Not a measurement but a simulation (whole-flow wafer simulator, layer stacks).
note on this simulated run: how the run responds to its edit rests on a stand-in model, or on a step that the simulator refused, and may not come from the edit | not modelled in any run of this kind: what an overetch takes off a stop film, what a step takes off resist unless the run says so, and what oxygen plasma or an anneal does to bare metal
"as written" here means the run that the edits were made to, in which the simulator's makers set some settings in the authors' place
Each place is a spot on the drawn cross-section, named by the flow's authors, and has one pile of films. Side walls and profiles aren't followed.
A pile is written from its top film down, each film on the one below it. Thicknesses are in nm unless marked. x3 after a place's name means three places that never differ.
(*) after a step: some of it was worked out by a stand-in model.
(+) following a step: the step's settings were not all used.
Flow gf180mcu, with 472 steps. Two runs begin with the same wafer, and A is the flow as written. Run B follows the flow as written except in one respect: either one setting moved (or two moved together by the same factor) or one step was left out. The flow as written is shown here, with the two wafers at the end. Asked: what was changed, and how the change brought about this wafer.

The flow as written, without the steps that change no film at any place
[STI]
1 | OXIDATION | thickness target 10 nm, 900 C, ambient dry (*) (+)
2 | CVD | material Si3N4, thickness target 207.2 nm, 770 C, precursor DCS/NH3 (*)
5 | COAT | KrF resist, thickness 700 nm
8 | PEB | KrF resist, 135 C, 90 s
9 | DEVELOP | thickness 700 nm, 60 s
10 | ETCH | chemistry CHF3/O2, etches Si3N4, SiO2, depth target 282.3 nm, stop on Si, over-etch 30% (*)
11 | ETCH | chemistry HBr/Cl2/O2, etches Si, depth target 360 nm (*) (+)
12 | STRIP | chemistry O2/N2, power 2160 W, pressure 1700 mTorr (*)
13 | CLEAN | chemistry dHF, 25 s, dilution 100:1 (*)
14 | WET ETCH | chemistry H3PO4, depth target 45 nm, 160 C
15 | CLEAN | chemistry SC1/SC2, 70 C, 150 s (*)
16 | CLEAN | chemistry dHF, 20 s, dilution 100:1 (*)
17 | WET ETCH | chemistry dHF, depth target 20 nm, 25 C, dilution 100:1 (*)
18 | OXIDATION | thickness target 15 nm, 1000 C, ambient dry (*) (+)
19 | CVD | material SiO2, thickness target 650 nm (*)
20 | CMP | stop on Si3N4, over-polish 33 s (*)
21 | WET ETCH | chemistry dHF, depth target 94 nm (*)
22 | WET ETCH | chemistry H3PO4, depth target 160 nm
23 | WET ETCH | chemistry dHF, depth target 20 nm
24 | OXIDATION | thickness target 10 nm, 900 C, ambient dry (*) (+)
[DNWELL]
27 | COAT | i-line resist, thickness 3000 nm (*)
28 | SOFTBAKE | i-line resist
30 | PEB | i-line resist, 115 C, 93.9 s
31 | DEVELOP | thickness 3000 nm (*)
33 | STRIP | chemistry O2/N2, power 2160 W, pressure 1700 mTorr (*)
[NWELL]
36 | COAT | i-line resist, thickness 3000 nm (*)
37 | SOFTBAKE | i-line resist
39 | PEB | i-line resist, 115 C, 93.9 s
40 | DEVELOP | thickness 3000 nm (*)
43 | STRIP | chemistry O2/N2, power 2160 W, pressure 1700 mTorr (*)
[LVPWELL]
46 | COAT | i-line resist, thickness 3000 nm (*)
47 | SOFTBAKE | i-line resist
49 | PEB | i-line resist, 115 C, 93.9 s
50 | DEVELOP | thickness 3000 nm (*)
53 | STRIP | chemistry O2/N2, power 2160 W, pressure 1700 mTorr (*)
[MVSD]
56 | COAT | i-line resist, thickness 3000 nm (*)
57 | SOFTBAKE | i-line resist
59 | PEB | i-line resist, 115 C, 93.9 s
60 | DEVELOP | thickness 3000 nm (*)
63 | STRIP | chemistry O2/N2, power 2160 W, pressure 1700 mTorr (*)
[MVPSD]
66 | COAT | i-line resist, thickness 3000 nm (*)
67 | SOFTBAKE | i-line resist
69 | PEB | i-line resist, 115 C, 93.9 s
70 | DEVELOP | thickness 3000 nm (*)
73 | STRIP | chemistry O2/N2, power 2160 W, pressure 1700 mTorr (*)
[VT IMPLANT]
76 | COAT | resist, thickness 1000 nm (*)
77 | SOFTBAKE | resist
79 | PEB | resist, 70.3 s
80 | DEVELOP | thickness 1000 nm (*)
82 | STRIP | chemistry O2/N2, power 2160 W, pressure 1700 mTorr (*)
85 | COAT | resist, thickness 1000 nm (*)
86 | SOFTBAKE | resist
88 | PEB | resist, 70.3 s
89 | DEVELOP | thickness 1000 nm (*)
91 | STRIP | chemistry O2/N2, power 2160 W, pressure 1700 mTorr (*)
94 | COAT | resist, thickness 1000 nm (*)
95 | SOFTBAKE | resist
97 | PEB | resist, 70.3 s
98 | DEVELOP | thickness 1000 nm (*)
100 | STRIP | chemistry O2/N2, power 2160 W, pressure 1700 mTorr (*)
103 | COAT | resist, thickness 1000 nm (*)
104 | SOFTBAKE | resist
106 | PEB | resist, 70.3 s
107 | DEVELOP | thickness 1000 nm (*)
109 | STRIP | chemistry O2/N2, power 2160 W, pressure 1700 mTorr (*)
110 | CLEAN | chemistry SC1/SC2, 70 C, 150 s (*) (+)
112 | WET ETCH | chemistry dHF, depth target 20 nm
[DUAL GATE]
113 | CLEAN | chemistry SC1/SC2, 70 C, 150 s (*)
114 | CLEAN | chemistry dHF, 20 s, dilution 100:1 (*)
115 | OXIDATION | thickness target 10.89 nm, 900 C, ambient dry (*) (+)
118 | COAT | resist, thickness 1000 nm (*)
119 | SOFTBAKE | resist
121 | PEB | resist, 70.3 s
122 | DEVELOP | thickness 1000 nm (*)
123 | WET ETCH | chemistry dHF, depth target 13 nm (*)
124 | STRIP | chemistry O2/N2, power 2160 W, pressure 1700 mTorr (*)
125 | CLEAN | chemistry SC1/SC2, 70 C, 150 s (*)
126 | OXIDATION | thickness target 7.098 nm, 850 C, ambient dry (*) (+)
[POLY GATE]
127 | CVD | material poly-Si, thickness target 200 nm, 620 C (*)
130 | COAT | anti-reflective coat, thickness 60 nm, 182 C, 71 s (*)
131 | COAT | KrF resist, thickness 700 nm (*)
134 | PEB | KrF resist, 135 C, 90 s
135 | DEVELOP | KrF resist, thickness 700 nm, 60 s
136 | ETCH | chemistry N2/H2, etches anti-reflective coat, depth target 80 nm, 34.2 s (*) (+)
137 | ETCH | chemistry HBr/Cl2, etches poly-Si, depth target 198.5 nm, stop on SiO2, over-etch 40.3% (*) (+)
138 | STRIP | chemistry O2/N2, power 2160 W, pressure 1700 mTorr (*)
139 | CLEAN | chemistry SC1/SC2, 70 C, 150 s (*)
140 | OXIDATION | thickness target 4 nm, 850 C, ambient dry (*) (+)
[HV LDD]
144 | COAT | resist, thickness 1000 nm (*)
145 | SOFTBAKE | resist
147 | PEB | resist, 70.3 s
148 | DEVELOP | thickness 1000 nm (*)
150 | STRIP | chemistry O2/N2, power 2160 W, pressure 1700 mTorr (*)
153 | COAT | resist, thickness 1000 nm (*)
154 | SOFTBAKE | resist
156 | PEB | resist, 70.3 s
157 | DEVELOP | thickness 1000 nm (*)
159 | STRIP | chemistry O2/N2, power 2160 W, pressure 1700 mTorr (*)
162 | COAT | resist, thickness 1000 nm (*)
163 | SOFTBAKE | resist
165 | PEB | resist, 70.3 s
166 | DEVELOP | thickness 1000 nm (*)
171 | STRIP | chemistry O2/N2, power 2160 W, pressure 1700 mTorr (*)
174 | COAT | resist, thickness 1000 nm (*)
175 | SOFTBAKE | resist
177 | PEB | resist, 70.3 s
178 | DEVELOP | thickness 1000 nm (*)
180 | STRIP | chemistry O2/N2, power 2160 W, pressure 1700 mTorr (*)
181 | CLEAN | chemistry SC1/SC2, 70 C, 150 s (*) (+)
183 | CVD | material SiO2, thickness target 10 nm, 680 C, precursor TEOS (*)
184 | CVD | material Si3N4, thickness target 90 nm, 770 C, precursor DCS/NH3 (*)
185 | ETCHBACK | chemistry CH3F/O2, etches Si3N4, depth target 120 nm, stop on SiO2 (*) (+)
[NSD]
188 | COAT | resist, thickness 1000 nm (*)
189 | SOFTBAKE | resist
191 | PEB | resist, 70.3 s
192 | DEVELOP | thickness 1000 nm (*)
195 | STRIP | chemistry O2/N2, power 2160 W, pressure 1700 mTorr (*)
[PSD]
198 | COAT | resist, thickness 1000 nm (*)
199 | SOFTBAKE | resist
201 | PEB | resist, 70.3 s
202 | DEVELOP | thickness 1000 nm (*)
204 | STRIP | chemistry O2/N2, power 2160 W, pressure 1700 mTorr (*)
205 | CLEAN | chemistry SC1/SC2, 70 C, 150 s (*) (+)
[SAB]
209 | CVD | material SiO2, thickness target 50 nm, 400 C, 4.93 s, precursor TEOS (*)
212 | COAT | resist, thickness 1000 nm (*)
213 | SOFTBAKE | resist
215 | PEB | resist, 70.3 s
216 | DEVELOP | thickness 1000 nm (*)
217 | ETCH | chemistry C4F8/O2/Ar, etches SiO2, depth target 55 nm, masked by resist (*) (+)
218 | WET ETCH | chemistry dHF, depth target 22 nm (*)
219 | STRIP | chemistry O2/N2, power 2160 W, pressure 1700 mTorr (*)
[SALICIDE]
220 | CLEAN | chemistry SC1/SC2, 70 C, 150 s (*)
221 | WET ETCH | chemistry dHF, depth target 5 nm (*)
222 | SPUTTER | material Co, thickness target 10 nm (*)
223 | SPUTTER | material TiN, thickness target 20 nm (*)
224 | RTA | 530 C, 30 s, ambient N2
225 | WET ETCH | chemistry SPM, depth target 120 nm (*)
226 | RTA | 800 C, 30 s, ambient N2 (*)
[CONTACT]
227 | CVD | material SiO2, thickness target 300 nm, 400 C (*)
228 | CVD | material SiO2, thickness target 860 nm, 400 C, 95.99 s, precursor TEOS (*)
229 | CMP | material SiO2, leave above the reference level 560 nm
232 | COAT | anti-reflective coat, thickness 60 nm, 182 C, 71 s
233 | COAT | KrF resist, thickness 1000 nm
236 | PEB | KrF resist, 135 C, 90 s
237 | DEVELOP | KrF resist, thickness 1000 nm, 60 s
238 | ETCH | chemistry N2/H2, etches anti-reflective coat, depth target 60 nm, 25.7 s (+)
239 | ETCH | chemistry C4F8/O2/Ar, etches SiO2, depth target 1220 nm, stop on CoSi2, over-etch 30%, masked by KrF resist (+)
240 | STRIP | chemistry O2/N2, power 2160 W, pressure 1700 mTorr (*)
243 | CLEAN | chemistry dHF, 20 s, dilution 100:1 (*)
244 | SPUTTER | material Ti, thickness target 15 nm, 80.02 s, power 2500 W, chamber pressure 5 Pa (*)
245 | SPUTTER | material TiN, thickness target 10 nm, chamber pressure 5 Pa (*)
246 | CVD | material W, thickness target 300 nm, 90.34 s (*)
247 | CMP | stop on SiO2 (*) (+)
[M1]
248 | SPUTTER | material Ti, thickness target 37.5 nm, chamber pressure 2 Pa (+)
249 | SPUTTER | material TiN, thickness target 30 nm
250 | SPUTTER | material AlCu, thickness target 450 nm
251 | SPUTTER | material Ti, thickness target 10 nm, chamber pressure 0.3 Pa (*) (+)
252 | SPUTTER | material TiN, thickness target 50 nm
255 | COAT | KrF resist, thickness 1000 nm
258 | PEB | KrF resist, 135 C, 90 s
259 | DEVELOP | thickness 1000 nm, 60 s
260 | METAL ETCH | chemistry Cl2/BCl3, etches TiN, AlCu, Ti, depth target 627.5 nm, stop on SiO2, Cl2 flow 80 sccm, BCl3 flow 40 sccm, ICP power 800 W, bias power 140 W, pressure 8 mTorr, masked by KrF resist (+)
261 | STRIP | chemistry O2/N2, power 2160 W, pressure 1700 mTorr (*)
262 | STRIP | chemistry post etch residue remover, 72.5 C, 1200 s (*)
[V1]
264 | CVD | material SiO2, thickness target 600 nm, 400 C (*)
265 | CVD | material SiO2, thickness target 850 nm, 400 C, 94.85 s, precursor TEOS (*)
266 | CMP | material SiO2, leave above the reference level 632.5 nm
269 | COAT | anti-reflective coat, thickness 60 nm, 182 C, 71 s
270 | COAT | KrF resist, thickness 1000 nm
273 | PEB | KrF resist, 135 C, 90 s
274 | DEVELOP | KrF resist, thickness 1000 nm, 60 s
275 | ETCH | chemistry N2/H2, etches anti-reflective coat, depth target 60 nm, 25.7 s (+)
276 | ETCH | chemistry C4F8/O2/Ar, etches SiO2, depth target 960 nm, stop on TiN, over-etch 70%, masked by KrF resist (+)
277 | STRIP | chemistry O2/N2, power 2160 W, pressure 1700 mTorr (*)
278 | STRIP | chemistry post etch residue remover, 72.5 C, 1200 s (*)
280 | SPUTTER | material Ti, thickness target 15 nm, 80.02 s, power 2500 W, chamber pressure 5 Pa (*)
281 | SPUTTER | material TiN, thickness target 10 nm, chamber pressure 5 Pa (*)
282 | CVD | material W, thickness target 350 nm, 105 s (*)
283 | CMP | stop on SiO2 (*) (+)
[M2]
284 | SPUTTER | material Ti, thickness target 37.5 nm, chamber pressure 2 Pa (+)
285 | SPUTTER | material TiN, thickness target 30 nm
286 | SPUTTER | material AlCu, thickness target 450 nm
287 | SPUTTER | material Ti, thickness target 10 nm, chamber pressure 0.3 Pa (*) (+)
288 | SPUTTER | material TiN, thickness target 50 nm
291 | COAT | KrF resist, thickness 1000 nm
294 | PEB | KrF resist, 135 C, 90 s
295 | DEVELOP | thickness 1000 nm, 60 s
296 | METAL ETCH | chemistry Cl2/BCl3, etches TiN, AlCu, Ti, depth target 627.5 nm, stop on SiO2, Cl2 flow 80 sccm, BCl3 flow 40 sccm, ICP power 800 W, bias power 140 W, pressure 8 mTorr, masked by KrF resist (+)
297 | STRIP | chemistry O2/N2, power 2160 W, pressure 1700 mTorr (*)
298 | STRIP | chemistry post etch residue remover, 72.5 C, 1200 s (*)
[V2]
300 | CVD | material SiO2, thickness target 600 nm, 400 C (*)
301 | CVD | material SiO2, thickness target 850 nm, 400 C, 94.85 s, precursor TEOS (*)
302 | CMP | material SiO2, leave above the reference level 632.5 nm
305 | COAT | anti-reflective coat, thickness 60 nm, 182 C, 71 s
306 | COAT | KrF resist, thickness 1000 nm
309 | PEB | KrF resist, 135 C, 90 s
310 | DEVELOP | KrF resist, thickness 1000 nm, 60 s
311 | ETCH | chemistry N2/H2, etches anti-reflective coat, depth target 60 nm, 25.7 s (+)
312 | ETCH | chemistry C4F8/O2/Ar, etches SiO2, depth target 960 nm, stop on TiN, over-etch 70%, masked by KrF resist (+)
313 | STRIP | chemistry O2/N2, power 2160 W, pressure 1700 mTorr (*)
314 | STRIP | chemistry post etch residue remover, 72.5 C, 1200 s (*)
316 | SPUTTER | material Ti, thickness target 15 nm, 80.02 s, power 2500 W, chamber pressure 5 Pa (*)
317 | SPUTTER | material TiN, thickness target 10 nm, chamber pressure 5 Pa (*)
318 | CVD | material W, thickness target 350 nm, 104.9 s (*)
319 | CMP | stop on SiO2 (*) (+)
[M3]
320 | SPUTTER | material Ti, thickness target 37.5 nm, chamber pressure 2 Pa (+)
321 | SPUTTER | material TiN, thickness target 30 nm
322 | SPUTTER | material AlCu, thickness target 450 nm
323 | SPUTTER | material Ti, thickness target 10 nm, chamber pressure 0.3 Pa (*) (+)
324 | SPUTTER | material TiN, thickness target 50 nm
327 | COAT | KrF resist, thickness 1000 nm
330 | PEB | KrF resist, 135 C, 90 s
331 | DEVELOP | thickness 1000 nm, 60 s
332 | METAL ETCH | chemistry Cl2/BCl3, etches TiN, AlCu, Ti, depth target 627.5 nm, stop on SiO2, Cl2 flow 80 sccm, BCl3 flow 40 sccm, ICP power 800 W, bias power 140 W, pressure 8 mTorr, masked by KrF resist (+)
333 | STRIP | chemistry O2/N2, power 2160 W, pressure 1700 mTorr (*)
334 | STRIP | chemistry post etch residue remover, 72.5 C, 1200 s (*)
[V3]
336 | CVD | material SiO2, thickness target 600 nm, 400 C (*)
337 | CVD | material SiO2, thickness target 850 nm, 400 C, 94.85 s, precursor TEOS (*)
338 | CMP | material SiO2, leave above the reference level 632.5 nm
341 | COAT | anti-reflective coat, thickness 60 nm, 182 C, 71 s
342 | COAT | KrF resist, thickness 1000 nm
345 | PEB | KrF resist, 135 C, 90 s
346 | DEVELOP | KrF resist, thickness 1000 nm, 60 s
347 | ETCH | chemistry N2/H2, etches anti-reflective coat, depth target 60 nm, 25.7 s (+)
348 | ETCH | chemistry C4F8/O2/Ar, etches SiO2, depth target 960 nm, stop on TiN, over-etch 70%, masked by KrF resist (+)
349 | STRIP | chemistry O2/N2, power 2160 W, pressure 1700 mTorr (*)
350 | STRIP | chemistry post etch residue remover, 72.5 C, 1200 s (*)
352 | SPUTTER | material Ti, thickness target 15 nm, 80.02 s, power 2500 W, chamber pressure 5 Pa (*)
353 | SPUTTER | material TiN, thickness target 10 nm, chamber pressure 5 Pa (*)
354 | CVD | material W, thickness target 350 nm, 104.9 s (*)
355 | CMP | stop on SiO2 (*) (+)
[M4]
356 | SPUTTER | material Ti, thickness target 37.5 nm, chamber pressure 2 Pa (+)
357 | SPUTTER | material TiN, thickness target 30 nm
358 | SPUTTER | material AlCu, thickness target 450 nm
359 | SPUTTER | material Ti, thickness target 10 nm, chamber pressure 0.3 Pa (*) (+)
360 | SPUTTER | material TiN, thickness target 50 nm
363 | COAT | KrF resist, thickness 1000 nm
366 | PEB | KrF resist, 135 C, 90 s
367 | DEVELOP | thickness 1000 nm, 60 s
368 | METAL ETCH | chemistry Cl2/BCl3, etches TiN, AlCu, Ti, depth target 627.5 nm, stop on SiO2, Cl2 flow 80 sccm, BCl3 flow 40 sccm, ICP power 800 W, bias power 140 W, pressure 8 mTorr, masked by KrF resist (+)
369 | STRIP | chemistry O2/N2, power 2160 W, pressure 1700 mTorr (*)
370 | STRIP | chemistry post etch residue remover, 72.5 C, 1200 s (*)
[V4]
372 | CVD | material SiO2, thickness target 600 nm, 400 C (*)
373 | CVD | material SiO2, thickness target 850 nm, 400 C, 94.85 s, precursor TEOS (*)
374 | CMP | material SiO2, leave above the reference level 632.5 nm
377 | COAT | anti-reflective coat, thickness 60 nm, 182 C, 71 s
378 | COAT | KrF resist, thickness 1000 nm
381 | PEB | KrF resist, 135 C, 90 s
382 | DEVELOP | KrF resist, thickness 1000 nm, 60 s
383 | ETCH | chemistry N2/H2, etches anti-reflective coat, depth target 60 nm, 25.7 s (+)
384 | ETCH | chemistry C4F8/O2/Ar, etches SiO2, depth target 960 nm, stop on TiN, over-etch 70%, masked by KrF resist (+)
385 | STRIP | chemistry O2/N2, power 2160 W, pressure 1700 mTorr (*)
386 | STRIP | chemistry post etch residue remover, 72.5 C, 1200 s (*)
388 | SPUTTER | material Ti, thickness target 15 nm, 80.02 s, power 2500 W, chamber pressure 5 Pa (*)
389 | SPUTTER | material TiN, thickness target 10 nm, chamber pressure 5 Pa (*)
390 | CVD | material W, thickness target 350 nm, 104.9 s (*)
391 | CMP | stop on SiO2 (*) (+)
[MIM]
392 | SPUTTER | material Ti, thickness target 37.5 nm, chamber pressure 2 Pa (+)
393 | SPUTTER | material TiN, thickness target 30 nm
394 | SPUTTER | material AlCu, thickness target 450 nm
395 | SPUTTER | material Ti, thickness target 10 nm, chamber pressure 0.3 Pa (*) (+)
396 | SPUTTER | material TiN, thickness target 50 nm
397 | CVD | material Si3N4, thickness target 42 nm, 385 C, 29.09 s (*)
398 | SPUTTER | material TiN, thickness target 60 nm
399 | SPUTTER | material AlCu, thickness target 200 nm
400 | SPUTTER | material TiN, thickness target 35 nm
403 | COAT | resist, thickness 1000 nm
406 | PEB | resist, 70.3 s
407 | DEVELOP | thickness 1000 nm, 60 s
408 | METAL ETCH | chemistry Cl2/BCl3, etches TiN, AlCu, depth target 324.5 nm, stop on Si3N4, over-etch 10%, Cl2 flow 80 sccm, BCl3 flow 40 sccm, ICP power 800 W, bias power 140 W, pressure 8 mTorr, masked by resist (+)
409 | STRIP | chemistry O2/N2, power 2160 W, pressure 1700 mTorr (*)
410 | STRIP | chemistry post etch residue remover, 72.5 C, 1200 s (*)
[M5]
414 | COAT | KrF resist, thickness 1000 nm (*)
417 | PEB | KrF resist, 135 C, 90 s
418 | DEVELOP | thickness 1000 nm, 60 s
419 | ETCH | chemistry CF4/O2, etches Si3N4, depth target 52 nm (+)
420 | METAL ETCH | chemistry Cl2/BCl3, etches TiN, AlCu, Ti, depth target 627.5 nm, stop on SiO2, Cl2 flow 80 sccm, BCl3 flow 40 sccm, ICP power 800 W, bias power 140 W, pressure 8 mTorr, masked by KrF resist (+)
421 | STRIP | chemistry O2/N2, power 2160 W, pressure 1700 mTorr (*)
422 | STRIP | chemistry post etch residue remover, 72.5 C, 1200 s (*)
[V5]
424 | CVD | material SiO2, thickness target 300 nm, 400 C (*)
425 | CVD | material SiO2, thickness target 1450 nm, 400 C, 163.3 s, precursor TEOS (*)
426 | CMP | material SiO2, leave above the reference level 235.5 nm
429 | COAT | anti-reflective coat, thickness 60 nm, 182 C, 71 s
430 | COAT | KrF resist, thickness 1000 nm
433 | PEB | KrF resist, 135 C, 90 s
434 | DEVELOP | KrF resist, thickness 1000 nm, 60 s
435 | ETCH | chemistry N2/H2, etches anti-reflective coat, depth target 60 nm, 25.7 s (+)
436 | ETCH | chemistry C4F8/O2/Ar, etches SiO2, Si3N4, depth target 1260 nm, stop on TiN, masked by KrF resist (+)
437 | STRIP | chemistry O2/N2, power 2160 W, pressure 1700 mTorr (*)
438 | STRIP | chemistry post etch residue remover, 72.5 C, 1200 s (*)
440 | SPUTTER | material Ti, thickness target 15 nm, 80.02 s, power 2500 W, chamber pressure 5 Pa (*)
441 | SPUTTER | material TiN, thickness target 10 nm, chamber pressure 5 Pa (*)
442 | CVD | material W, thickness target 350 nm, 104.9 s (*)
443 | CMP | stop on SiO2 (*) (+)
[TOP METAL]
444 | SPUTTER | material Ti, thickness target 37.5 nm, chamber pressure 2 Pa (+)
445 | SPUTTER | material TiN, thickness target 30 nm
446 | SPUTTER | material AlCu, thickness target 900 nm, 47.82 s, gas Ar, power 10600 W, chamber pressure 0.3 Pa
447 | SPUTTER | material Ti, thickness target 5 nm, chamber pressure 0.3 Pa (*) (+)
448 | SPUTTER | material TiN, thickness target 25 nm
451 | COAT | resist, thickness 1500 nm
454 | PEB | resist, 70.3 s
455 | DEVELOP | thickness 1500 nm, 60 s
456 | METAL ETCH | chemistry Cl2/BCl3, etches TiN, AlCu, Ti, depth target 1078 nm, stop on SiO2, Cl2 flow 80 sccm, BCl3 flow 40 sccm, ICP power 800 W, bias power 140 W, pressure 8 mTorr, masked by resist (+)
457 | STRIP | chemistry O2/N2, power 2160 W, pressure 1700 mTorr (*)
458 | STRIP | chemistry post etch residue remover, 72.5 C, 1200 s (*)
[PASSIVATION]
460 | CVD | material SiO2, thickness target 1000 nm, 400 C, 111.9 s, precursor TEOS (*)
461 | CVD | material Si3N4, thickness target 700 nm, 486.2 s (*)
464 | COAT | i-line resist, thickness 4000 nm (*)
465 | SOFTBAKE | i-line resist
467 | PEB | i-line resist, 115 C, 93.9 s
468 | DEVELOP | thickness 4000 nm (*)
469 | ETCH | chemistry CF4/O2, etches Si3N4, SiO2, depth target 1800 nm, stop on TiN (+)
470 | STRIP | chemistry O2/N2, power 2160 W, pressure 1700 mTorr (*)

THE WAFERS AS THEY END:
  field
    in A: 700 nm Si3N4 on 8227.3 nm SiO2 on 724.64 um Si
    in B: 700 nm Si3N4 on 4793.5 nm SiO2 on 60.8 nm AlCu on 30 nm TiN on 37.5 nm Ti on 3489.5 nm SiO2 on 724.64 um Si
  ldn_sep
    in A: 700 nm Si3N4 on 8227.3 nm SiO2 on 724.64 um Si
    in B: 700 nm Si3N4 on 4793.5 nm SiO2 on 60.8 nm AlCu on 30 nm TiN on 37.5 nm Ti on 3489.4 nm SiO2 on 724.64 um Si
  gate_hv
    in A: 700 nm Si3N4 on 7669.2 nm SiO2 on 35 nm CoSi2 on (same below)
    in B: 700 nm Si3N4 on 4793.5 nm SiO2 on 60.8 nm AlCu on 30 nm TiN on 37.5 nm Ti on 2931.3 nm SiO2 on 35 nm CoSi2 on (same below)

The reason: step 322, SPUTTER: thickness target 634 nm was run, whereas the flow has thickness target 450 nm.

How this came from the change, step by step:
  322 | SPUTTER | material AlCu, thickness target 450 nm
      field, field__w1, field__w2 and 108 more: A +450 AlCu (new film) | B +634 AlCu (new film)
  332 | METAL ETCH | chemistry Cl2/BCl3, etches TiN, AlCu, Ti, depth target 627.5 nm, stop on SiO2, Cl2 flow 80 sccm, BCl3 flow 40 sccm, ICP power 800 W, bias power 140 W, pressure 8 mTorr, masked by KrF resist (+)
      field, field__w1, field__w2 and 103 more: A -50 TiN (all of it), -10 Ti (all of it), -450 AlCu (all of it), -30 TiN (all of it), -37.5 Ti (all of it) | B -50 TiN (all of it), -10 Ti (all of it), -567.5 AlCu
  334 | STRIP | chemistry post etch residue remover, 72.5 C, 1200 s (*)
      field, field__w1, field__w2 and 103 more: A nothing | B -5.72 AlCu
  336 | CVD | material SiO2, thickness target 600 nm, 400 C (*)
      field, field__w1, field__w2 and 103 more: A +600 SiO2 | B +600 SiO2 (new film)
  338 | CMP | material SiO2, leave above the reference level 632.5 nm
      field, field__w1, field__w2 and 103 more: A -300 SiO2 | B -244.3 SiO2
Taking metal films that touch as one body, field has 1 body; the flow as written gives 0 bodies.
Taking metal films that touch as one body, ldn_sep has 1 body; the flow as written gives 0 bodies.
Taking metal films that touch as one body, gate_hv has 2 bodies (between them, from the top down: SiO2 2931.3); the flow as written gives 1 body.
